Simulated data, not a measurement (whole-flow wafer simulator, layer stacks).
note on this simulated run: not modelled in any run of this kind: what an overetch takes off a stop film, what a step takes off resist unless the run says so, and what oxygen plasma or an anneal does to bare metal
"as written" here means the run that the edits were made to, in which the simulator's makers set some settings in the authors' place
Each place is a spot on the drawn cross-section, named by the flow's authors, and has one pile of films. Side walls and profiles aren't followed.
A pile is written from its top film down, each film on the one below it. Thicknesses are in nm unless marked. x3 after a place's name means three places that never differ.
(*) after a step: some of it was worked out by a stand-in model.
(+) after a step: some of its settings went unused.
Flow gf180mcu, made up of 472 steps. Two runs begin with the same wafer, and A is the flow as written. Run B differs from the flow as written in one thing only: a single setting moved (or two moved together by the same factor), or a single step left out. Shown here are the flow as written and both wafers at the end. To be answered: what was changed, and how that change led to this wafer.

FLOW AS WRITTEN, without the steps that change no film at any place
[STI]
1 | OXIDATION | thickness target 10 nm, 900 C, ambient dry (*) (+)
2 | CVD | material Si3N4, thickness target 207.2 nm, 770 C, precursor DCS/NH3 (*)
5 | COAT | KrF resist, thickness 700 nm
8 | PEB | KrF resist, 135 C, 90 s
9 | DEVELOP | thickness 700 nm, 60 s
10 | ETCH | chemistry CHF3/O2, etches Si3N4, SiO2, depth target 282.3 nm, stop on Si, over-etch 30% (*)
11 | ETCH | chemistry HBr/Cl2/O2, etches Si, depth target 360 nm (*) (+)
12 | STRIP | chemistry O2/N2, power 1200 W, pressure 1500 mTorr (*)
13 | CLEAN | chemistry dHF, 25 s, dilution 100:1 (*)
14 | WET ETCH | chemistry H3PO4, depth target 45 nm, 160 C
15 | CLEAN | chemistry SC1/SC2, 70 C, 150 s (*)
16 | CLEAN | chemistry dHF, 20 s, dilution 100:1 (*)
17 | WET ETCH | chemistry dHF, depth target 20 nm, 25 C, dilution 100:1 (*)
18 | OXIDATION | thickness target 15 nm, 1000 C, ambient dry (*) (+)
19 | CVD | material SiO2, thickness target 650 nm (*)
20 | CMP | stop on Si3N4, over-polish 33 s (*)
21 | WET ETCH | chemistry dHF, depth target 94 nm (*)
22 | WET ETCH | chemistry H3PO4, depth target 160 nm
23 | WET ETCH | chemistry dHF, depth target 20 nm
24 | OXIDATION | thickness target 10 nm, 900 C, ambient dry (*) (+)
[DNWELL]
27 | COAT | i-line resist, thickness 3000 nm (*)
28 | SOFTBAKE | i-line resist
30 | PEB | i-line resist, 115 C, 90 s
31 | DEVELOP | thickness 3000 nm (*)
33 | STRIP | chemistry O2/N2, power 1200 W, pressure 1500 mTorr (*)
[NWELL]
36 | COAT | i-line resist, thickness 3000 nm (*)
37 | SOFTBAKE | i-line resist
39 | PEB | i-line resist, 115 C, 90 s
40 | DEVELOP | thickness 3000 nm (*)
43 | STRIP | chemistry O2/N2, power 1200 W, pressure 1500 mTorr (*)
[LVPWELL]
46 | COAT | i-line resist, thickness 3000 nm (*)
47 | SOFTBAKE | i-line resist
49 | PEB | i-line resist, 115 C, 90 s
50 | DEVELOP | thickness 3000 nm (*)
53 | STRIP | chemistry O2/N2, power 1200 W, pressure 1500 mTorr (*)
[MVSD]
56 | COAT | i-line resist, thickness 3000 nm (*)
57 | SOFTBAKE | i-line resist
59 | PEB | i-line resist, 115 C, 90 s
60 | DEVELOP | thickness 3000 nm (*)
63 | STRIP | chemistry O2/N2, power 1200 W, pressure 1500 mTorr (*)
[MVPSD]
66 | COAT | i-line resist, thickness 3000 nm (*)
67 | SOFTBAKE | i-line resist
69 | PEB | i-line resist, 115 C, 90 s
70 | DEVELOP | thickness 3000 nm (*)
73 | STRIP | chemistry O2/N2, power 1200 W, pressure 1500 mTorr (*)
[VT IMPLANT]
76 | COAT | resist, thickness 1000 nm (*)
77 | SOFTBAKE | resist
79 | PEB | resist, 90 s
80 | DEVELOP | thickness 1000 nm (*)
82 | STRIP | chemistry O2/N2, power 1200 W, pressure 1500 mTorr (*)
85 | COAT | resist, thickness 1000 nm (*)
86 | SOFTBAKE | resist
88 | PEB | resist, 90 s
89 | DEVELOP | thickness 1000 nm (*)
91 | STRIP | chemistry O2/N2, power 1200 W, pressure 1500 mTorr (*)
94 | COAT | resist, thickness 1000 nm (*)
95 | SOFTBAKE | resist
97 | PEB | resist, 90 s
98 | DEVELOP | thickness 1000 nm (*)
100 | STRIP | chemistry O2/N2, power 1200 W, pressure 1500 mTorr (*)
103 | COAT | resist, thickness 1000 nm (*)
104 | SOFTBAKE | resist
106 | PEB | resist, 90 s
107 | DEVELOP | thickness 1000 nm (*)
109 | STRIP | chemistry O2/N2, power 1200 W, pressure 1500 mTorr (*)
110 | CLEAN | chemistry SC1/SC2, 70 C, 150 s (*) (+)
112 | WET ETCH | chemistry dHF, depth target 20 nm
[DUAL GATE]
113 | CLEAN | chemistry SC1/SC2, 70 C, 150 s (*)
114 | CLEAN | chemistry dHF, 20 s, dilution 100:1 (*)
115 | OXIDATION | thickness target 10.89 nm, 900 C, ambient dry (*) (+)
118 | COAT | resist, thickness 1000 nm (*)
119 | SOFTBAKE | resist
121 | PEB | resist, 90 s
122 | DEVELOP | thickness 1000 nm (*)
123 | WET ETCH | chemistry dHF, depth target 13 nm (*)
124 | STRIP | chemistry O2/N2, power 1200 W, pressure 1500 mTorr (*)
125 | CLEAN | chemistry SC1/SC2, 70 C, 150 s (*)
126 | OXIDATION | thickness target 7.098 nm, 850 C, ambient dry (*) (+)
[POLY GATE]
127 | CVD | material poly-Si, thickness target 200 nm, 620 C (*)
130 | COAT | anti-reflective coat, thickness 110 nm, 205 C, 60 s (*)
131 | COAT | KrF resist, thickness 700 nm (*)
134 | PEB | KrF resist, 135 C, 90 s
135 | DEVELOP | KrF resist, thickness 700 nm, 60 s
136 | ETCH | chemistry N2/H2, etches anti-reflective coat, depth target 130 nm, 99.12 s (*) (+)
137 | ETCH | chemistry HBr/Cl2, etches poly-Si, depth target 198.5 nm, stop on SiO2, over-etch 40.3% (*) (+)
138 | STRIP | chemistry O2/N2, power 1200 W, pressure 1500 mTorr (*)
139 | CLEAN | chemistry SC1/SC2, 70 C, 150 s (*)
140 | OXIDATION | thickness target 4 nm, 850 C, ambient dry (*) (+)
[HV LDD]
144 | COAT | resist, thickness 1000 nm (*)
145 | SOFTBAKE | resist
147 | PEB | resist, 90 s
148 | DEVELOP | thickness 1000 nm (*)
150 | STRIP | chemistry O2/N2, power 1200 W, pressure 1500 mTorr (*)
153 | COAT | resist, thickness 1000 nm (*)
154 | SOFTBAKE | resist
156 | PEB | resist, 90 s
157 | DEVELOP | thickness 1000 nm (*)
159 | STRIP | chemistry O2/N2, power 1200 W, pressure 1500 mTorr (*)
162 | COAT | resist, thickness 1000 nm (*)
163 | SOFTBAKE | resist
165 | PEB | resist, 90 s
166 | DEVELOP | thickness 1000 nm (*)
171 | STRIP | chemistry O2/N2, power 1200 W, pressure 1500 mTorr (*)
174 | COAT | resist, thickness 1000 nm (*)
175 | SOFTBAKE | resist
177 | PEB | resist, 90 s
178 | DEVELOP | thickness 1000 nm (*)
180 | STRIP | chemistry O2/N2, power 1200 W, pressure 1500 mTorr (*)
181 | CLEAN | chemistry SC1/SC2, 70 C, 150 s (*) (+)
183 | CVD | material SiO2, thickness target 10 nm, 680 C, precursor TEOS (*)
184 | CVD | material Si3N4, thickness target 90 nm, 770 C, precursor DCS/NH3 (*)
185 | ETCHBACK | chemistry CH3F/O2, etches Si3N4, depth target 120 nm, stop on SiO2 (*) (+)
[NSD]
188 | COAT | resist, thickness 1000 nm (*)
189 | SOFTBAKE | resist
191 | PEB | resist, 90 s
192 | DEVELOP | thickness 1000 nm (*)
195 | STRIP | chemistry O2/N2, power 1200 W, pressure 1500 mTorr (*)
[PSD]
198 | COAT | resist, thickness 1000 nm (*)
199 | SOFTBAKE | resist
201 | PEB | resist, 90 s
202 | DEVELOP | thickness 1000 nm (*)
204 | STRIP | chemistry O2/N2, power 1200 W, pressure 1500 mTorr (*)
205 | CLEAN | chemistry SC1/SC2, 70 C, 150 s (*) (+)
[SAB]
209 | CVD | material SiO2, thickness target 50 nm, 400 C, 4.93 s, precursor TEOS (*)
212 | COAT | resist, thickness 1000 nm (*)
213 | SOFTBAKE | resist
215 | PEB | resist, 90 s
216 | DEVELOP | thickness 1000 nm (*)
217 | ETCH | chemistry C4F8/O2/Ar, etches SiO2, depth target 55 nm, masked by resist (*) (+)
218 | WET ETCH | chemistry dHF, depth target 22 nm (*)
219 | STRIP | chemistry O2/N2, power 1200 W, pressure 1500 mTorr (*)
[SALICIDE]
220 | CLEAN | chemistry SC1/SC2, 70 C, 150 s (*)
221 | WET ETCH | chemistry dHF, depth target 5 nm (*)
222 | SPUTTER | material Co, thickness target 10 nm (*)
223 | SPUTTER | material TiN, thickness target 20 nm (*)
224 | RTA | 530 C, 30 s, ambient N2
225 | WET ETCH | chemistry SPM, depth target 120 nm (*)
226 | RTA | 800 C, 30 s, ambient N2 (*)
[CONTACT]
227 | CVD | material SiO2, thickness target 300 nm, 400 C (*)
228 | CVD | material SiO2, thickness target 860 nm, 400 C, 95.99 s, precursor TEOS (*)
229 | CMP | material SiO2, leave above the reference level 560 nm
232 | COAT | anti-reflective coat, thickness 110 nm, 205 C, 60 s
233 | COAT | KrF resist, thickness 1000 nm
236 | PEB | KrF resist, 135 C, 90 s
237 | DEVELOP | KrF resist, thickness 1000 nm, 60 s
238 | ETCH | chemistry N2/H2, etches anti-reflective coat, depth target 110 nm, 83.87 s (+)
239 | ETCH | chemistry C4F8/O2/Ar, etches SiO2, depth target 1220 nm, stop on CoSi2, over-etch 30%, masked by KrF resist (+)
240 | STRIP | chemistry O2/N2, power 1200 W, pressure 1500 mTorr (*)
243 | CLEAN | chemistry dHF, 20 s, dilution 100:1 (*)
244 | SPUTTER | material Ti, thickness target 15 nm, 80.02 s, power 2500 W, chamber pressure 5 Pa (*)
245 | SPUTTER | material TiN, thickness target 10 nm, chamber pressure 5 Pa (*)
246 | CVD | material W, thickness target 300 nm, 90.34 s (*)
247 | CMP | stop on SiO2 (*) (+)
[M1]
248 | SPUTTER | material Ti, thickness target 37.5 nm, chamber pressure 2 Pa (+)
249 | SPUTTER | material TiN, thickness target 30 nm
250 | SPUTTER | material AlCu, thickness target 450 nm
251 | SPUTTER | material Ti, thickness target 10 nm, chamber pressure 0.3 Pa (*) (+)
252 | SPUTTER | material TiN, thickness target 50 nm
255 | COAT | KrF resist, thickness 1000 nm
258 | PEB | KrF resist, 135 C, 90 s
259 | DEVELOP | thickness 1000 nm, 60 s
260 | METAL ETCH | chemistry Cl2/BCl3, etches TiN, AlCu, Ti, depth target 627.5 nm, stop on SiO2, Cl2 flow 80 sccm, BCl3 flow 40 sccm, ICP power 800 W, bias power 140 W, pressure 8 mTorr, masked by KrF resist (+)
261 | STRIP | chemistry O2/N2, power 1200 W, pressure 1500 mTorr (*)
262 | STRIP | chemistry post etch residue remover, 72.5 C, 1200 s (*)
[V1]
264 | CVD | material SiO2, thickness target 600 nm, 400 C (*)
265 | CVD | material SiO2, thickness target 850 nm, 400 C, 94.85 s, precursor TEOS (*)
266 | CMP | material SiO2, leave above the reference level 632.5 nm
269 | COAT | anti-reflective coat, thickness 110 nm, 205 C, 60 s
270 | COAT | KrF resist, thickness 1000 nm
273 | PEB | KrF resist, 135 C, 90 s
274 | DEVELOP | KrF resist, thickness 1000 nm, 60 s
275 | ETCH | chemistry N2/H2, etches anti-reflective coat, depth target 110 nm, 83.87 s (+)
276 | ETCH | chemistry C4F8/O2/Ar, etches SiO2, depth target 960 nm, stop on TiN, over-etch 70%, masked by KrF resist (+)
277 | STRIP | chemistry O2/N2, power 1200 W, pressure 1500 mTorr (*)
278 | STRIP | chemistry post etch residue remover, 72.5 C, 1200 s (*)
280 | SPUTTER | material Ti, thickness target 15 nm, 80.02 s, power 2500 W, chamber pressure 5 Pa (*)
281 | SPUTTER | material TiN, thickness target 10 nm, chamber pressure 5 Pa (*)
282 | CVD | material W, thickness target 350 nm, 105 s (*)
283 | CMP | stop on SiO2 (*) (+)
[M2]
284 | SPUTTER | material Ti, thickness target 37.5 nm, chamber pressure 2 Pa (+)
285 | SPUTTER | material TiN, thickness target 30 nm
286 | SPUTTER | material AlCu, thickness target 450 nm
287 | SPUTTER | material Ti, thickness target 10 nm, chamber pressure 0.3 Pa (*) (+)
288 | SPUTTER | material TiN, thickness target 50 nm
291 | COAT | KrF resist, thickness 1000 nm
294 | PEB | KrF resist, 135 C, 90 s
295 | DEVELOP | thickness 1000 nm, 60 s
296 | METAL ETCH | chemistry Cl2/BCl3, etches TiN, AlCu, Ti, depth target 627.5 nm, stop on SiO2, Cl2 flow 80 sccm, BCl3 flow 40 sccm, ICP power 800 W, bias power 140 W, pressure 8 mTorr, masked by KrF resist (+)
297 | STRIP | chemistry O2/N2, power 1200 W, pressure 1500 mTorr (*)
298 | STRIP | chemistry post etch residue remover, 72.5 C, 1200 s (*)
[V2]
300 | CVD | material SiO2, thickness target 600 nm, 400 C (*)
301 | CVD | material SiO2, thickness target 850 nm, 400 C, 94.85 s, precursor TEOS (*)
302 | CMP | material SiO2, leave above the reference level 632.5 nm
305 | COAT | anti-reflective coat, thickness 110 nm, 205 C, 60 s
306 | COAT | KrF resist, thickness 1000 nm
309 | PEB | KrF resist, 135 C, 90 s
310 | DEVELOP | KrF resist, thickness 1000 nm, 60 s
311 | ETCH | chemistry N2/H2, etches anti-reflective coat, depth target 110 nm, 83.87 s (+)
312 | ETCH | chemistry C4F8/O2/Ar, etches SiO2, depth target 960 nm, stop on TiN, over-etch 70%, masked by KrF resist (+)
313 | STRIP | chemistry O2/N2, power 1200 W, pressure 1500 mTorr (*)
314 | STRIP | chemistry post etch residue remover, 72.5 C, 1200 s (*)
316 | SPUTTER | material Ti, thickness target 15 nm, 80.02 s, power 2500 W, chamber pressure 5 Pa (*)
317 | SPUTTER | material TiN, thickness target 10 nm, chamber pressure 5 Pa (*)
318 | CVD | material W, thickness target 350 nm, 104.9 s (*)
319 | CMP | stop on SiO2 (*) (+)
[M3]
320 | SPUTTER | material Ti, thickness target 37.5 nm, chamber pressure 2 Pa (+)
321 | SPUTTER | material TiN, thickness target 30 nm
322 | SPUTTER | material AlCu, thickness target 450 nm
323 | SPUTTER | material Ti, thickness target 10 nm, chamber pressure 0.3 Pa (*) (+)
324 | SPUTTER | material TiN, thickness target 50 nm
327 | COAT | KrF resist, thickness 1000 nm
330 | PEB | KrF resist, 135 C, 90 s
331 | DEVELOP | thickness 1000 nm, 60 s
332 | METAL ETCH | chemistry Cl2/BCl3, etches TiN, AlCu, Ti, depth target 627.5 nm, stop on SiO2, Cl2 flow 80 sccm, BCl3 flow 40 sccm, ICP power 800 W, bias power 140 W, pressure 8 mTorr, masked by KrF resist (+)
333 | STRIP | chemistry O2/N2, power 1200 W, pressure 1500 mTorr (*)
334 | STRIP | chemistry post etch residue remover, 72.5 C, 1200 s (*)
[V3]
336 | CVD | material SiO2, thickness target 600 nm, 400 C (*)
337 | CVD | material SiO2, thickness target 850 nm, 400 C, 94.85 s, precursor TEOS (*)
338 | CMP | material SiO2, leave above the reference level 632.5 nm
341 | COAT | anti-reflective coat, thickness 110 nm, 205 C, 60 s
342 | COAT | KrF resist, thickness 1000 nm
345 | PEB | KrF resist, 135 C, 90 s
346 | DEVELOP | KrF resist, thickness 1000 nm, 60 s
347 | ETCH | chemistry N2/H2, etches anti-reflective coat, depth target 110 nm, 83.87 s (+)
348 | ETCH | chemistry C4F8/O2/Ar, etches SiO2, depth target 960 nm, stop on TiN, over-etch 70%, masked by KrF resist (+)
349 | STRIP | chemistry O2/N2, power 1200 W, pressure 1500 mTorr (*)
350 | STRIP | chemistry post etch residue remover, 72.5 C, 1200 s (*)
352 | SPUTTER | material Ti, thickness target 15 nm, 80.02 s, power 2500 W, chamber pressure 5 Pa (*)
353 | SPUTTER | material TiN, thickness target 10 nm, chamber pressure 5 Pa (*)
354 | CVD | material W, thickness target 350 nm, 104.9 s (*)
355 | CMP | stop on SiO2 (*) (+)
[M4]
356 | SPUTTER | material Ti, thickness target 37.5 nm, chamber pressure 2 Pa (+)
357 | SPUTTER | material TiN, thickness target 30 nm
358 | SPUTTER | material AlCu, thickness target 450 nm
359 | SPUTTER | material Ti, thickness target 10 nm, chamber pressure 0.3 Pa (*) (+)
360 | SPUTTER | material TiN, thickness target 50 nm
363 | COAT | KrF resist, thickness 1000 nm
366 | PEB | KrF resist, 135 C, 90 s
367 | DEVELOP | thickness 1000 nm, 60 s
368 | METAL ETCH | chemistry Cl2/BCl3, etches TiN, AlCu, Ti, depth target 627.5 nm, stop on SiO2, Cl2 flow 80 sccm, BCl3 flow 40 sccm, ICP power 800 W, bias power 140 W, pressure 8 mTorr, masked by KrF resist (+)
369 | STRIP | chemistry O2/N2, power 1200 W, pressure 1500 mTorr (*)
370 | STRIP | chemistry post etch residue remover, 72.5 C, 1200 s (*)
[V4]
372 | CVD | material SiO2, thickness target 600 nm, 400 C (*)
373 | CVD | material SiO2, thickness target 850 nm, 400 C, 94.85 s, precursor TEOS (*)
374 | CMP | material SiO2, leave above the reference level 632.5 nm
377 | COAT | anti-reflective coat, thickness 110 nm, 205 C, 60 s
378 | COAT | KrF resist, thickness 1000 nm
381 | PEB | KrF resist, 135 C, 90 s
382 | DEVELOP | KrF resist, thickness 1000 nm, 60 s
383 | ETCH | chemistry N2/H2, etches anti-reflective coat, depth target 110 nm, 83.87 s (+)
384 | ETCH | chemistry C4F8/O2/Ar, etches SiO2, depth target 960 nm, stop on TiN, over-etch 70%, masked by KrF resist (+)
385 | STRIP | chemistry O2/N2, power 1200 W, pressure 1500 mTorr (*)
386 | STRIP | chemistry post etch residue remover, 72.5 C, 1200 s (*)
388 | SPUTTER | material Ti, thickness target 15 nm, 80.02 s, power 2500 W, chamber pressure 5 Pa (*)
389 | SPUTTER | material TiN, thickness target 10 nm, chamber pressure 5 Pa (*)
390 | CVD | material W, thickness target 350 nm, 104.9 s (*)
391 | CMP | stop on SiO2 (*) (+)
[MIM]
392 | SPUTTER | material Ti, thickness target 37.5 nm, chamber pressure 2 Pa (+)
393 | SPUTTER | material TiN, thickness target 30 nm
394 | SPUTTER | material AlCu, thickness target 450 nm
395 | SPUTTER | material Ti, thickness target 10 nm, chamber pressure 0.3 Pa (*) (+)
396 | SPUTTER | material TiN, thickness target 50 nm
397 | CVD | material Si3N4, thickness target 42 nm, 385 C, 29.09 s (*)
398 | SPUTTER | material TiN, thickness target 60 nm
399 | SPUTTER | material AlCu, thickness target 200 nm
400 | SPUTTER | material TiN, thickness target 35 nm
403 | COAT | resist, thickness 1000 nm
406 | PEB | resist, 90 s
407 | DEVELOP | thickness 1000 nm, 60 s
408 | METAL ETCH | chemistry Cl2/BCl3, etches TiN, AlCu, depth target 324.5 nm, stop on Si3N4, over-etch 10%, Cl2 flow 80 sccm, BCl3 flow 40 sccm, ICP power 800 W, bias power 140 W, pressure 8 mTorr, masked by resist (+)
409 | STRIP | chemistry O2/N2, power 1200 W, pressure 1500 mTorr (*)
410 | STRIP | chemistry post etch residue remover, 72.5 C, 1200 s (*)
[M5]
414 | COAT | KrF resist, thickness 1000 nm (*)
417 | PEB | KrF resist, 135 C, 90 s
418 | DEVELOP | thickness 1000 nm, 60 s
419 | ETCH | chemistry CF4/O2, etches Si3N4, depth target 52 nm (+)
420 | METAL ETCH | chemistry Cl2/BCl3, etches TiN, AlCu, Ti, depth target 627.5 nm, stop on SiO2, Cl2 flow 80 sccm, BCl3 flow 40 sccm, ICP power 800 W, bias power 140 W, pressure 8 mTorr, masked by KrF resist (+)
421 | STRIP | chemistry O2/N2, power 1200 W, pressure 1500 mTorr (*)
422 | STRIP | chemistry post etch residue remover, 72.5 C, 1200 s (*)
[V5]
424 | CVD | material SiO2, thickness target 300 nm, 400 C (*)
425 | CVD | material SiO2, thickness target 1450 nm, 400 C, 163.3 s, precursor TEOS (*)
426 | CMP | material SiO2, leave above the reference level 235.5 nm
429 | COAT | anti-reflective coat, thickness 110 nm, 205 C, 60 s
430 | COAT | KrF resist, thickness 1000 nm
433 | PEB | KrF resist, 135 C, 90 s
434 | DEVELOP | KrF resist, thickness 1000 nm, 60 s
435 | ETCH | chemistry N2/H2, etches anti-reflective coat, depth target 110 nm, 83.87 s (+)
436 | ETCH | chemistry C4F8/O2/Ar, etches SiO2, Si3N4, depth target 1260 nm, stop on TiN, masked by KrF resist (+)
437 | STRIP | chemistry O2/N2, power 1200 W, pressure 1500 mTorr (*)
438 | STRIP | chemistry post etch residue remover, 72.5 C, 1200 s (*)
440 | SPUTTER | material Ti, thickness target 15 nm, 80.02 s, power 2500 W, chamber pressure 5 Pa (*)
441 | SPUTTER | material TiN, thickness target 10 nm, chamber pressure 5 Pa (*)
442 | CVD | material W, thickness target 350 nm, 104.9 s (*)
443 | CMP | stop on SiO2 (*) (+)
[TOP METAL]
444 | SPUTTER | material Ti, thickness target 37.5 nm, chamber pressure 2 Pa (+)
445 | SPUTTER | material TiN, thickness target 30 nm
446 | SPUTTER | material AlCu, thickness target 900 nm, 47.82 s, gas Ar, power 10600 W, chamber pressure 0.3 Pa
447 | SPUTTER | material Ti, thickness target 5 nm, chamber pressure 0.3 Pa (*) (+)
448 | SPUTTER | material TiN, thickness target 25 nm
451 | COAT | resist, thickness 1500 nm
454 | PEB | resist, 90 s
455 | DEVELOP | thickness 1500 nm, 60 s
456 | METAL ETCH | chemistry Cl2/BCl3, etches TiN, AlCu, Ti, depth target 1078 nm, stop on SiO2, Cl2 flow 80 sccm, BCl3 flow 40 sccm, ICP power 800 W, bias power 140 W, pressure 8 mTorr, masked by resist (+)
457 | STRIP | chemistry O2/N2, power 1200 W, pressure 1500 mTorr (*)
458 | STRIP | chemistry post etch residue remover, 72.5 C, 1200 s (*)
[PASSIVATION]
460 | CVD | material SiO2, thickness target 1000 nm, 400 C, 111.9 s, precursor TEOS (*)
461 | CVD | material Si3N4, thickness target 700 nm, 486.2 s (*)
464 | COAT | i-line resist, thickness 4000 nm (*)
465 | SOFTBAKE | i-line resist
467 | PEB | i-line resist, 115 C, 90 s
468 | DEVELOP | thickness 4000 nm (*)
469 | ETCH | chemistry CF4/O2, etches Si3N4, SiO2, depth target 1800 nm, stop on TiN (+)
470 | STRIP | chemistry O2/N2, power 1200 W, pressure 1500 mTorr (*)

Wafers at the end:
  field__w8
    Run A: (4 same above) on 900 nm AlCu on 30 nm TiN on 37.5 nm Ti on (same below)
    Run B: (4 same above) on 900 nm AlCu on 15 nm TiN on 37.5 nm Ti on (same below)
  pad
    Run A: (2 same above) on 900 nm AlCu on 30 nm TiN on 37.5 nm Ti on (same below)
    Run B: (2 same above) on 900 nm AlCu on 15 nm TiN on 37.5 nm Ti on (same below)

The reason: step 445, SPUTTER: thickness target 15 nm was run, while the flow as written has thickness target 30 nm.
The wafer lets one read it off: field__w8 has TiN 15, and step 445 as written asks for 30 nm.

The path from the change to this, step by step:
  445 | SPUTTER | material TiN, thickness target 30 nm
      field, field__w1, field__w2 and 109 more: A TiN gains 30 (new film) | B TiN gains 15 (new film)
  456 | METAL ETCH | chemistry Cl2/BCl3, etches TiN, AlCu, Ti, depth target 1078 nm, stop on SiO2, Cl2 flow 80 sccm, BCl3 flow 40 sccm, ICP power 800 W, bias power 140 W, pressure 8 mTorr, masked by resist (+)
      field, field__w1, field__w2 and 103 more: A TiN loses 25 (all of it), Ti loses 5 (all of it), AlCu loses 900 (all of it), TiN loses 30 (all of it), Ti loses 37.5 (all of it) | B TiN loses 25 (all of it), Ti loses 5 (all of it), AlCu loses 900 (all of it), TiN loses 15 (all of it), Ti loses 37.5 (all of it)
  465 | SOFTBAKE | i-line resist
      field__w11, nw_enc_fld_lv__w4: A i-line resist gains 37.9 | B i-line resist gains 37
      active_hv, ld_gate_n: A i-line resist gains 28.2 | B i-line resist gains 27.5
      (and at 57 other places as well)
